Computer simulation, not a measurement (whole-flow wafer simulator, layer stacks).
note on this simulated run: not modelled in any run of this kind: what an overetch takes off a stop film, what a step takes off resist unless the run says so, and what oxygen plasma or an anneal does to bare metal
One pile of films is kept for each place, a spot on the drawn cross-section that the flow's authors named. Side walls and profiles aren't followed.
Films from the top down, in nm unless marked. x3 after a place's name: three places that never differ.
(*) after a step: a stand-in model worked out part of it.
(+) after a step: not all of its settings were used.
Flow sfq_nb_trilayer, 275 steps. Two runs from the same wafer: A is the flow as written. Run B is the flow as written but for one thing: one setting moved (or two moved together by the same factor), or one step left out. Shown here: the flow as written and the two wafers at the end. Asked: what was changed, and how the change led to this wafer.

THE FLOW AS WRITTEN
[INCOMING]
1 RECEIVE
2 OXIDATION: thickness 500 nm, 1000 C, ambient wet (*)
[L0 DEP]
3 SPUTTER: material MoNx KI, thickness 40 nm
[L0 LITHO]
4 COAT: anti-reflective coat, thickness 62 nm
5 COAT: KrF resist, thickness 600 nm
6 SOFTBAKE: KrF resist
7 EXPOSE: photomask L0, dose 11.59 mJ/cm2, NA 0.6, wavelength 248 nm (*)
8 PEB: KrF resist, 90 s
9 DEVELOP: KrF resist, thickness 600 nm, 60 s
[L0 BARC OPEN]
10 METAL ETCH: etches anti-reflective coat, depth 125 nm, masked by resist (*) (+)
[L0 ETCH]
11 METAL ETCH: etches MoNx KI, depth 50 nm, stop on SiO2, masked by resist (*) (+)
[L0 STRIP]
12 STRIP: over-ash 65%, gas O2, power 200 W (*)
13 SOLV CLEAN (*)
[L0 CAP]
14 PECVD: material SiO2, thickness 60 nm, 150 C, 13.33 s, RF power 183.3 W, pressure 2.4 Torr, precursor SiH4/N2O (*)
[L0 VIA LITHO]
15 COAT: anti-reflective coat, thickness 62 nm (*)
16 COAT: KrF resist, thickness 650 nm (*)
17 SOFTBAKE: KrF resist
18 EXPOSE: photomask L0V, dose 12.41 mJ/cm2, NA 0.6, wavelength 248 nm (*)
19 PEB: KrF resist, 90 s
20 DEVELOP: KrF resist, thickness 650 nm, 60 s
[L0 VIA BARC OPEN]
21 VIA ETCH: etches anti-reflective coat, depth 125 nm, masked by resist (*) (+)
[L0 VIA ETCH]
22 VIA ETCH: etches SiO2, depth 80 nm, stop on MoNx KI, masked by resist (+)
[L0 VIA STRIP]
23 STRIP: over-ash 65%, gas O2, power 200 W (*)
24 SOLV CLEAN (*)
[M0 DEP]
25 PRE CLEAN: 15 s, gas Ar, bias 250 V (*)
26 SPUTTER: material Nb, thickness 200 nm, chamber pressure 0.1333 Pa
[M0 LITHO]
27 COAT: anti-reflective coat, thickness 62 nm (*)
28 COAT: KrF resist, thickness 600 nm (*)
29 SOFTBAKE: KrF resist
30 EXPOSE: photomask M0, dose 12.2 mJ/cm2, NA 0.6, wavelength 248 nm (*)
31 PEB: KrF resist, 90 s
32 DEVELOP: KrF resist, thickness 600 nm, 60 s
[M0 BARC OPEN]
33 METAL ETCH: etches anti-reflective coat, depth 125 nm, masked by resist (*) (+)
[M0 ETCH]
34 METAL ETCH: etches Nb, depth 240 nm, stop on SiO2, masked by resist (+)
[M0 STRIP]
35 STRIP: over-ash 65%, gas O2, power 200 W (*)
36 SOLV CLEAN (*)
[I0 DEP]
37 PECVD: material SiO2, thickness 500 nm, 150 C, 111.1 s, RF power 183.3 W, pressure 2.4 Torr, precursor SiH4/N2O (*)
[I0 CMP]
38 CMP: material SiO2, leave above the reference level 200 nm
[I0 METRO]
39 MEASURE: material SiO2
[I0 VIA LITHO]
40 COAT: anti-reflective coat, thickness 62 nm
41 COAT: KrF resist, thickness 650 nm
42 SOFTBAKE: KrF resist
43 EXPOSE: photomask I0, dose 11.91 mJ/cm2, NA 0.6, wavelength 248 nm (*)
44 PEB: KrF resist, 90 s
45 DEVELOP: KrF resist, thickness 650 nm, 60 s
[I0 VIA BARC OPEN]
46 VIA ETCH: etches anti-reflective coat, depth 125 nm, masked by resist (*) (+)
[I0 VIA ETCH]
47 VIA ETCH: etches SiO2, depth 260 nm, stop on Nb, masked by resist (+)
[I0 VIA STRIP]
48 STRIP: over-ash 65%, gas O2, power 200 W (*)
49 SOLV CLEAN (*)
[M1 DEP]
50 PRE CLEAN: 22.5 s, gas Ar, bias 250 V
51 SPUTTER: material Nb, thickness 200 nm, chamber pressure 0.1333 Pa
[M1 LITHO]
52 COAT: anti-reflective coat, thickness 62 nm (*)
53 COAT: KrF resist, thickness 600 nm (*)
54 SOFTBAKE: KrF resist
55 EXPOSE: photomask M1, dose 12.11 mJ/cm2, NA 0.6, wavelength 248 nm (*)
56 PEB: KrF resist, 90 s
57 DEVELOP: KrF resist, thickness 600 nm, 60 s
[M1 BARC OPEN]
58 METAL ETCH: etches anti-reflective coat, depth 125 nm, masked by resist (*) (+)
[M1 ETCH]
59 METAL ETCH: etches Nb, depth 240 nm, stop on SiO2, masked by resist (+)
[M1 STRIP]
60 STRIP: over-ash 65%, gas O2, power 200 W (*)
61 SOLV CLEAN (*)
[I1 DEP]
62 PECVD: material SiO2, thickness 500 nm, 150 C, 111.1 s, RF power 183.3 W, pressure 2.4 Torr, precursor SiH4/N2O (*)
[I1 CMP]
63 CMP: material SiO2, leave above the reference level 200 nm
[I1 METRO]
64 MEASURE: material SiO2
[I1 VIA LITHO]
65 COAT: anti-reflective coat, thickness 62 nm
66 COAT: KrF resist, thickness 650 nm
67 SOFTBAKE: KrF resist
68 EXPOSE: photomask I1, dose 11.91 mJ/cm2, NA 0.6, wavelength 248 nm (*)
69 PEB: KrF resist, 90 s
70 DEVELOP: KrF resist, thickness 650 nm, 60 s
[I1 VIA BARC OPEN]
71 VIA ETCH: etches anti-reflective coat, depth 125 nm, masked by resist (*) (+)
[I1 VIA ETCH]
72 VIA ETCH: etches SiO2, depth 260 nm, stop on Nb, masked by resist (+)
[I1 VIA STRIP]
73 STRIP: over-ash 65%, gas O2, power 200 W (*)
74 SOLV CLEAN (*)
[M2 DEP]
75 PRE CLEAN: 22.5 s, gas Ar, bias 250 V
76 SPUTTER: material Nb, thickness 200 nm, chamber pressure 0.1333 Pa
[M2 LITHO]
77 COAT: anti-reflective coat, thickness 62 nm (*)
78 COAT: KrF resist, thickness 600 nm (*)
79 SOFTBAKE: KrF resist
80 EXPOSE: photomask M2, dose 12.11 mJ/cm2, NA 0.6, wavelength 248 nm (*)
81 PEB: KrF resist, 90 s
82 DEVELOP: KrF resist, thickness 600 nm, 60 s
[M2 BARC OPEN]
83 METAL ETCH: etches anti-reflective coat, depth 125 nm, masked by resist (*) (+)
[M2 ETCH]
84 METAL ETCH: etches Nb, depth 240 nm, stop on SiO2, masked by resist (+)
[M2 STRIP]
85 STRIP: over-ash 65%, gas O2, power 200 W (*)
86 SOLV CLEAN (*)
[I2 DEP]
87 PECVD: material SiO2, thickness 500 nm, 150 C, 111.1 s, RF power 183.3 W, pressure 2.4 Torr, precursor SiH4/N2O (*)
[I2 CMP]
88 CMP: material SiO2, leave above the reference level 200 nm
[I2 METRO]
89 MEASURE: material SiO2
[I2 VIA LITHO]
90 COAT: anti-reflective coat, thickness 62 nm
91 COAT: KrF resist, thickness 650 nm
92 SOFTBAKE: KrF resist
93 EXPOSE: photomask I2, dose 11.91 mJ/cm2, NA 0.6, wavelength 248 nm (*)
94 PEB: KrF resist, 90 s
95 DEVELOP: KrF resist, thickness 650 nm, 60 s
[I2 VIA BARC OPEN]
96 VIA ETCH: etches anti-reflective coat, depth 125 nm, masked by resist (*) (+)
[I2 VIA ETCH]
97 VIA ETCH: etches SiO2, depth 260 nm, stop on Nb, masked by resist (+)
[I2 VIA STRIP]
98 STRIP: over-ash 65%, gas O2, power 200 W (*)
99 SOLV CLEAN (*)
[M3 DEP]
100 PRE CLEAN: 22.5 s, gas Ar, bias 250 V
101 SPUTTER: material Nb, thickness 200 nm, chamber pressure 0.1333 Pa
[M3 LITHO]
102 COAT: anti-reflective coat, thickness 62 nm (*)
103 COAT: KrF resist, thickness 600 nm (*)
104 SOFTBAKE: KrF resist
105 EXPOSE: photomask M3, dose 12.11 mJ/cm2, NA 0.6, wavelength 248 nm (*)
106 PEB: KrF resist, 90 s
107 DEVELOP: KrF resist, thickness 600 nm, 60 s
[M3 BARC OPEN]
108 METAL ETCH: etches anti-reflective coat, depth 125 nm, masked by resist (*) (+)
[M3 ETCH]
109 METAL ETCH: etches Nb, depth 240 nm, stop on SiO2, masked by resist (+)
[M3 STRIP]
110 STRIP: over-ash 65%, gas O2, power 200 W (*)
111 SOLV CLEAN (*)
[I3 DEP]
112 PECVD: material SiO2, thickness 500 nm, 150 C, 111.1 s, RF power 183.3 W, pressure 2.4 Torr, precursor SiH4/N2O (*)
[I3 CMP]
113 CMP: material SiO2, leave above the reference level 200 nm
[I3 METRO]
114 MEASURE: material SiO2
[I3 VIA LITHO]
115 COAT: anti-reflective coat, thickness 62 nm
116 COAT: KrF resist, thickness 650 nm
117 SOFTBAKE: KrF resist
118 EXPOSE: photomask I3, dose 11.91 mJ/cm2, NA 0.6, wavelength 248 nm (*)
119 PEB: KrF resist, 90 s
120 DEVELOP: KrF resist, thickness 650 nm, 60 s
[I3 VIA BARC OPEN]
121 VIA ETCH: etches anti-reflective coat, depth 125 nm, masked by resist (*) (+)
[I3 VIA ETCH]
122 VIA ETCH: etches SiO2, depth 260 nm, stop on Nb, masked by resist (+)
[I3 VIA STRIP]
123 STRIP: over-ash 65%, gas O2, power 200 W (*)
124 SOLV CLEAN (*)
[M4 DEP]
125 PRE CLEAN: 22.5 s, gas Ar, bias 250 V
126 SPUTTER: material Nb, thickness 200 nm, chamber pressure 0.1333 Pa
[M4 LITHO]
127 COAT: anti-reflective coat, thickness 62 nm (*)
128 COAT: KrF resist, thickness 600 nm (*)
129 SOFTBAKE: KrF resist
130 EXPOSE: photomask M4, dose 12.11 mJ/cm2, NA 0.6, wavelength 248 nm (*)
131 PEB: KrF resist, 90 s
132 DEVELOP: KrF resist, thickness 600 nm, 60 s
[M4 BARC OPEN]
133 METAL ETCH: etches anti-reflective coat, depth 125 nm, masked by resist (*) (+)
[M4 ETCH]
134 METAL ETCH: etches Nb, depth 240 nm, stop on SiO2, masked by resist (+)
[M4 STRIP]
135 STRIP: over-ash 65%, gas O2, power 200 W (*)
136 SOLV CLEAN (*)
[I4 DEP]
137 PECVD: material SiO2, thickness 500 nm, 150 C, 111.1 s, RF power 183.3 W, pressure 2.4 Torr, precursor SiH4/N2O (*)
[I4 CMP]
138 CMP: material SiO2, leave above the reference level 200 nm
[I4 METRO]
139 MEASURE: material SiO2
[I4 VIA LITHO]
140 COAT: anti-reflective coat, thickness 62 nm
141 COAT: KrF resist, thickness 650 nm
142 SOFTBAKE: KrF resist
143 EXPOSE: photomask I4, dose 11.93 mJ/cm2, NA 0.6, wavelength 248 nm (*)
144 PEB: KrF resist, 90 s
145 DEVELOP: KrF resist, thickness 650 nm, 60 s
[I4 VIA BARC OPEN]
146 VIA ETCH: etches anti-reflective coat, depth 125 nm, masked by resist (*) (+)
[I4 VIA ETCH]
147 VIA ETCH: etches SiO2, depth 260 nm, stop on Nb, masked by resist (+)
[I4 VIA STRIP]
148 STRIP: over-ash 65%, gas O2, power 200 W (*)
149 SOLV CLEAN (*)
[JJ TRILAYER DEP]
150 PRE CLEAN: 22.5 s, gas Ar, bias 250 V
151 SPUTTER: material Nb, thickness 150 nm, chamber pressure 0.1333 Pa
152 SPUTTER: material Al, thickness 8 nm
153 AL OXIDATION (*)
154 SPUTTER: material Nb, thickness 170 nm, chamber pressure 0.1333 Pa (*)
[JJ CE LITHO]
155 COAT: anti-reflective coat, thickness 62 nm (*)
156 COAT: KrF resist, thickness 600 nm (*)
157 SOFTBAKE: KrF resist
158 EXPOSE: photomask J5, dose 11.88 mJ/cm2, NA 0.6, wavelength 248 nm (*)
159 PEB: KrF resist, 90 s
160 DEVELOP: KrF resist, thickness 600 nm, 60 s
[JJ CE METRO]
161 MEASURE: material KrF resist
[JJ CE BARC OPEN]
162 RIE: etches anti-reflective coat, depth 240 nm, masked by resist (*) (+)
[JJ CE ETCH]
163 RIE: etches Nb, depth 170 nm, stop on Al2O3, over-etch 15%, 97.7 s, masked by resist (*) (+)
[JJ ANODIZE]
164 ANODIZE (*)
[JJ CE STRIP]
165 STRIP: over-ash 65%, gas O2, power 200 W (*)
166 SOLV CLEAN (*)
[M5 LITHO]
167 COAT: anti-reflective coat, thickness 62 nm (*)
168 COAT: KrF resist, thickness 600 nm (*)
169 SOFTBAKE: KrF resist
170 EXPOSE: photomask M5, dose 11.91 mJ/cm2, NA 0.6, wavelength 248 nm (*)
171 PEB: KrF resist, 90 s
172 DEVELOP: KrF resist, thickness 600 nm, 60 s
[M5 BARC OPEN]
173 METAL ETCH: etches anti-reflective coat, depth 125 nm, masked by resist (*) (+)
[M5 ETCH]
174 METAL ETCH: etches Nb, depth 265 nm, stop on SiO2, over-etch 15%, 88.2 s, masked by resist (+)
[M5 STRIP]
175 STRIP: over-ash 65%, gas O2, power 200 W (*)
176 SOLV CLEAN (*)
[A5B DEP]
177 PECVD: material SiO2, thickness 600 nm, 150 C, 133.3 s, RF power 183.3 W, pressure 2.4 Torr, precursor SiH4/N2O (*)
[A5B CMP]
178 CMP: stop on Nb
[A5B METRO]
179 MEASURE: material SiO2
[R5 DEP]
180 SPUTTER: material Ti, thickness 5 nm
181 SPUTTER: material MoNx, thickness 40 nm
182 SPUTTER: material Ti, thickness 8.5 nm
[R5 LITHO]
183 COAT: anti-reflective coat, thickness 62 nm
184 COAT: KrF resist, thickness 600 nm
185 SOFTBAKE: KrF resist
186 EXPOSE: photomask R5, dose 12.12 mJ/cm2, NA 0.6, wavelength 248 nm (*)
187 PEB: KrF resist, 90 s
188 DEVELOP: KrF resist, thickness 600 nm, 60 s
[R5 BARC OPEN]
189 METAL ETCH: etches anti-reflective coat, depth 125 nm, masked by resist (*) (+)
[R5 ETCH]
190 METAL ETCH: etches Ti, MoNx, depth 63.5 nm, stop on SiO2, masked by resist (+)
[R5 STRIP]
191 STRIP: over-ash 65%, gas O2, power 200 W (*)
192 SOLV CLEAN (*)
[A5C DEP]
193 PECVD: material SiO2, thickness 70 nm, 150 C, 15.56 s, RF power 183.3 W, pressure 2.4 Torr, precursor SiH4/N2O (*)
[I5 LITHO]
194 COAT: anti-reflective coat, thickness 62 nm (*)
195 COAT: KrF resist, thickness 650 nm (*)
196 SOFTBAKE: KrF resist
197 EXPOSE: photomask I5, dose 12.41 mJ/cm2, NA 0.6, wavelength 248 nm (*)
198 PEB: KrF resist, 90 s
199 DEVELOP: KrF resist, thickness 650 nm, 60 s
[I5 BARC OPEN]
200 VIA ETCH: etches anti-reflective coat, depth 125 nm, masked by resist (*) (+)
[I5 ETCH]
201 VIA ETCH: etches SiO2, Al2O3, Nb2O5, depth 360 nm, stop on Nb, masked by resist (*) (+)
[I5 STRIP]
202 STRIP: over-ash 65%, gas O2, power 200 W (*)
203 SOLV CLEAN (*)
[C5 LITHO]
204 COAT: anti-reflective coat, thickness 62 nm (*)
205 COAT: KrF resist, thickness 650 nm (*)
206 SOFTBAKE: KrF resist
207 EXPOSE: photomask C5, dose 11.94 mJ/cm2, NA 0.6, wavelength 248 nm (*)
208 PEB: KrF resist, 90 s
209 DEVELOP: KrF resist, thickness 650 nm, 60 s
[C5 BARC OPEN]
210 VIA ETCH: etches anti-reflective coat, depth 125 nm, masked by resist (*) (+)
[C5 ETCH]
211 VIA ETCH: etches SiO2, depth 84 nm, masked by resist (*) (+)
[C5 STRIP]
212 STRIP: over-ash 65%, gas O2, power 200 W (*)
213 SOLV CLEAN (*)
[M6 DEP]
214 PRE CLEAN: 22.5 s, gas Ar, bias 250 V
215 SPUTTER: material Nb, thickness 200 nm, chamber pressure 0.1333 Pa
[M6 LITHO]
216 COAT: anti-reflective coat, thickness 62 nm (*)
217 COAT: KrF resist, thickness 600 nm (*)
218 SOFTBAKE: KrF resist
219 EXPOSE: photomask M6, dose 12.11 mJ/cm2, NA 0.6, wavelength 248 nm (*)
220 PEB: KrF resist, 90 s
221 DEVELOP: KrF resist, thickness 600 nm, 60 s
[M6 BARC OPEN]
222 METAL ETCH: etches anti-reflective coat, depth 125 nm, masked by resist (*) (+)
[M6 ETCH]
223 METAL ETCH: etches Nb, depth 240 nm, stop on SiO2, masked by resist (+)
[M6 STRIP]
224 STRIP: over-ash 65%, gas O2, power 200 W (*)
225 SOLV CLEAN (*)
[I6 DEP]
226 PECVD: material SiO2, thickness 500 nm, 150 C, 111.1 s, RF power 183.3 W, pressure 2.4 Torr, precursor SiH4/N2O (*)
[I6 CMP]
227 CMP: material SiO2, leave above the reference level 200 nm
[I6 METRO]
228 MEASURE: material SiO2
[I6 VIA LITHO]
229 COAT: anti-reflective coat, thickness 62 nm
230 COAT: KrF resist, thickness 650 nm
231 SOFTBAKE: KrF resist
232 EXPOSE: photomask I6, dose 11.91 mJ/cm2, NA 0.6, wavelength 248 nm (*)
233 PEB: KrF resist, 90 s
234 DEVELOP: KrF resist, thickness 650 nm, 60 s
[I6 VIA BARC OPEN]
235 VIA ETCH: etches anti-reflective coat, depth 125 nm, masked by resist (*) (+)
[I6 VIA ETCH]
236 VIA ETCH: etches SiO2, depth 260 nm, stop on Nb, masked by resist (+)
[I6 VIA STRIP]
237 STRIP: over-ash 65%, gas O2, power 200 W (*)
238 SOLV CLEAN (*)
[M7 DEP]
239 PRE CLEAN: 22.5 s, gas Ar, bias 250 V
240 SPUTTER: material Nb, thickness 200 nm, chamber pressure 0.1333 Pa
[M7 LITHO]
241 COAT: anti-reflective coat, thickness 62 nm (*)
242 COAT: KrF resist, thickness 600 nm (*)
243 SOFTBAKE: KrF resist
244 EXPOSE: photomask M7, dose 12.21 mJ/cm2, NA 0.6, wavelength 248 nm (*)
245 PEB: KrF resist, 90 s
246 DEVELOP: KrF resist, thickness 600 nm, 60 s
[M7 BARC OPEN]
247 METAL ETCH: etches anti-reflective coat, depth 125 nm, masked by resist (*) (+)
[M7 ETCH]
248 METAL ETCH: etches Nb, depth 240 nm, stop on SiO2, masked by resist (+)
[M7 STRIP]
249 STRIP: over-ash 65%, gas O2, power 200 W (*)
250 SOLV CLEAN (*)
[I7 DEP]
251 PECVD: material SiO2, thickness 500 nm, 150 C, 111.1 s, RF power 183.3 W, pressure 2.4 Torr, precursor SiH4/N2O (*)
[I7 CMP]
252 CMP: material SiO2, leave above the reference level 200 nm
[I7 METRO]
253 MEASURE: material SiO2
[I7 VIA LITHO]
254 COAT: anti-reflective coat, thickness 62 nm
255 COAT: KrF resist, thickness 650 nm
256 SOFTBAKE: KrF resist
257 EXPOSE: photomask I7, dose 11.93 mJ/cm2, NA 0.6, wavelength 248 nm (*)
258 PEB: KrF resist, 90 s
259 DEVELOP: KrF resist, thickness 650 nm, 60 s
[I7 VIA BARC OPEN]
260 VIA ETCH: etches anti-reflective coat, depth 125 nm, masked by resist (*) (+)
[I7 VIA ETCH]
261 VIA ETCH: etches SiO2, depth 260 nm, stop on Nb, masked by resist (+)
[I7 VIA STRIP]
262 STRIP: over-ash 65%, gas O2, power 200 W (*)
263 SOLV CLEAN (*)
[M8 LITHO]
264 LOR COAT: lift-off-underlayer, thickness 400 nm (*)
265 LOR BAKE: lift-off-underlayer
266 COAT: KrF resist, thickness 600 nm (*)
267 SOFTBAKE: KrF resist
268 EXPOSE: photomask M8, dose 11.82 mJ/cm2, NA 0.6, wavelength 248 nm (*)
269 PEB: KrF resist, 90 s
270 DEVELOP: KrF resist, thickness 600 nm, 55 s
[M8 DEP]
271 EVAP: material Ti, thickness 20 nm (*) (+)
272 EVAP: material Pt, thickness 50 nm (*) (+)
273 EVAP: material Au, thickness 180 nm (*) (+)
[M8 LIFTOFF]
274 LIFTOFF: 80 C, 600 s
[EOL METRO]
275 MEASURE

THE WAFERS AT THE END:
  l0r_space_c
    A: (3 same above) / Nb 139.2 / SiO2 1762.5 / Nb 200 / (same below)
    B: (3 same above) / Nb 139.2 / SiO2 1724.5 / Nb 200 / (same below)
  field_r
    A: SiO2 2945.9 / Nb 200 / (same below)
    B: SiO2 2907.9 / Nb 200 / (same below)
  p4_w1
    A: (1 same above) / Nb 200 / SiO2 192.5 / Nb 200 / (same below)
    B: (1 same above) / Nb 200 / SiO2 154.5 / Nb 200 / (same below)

The cause: step 113, CMP: leave above the reference level 162 nm was run, where the flow has leave above the reference level 200 nm.

How the change led to this, step by step:
  113 CMP: material SiO2, leave above the reference level 200 nm
      field_l, be, be_sur and 64 more: A SiO2 -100 | B SiO2 -138
      v_sur, via_wl, via_wr and 27 more: A SiO2 -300 | B SiO2 -338
      (and at 9 more places)
  122 VIA ETCH: etches SiO2, depth 260 nm, stop on Nb, masked by resist (+)
      field_l, v_sur, via_wl and 102 more: A KrF resist -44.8 | B KrF resist -41.9
      via_v: A SiO2 -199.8 (all of it) | B SiO2 -161.8 (all of it)
  126 SPUTTER: material Nb, thickness 200 nm, chamber pressure 0.1333 Pa
      via_v: A Nb +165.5 | B Nb +173.8
  127 COAT: anti-reflective coat, thickness 62 nm (*)
      via_v: A anti-reflective coat +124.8 (new film) | B anti-reflective coat +114.8 (new film)
  128 COAT: KrF resist, thickness 600 nm (*)
      via_v: A KrF resist +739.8 (new film) | B KrF resist +709.4 (new film)
  135 STRIP: over-ash 65%, gas O2, power 200 W (*)
      via_v: A KrF resist -521.8 (all of it), anti-reflective coat -124.8 (all of it) | B KrF resist -491.5 (all of it), anti-reflective coat -114.8 (all of it)
  137 PECVD: material SiO2, thickness 500 nm, 150 C, 111.1 s, RF power 183.3 W, pressure 2.4 Torr, precursor SiH4/N2O (*)
      via_v: A SiO2 +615 (new film) | B SiO2 +544.2 (new film)
  138 CMP: material SiO2, leave above the reference level 200 nm
      via_v: A SiO2 -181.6 | B SiO2 -157.1
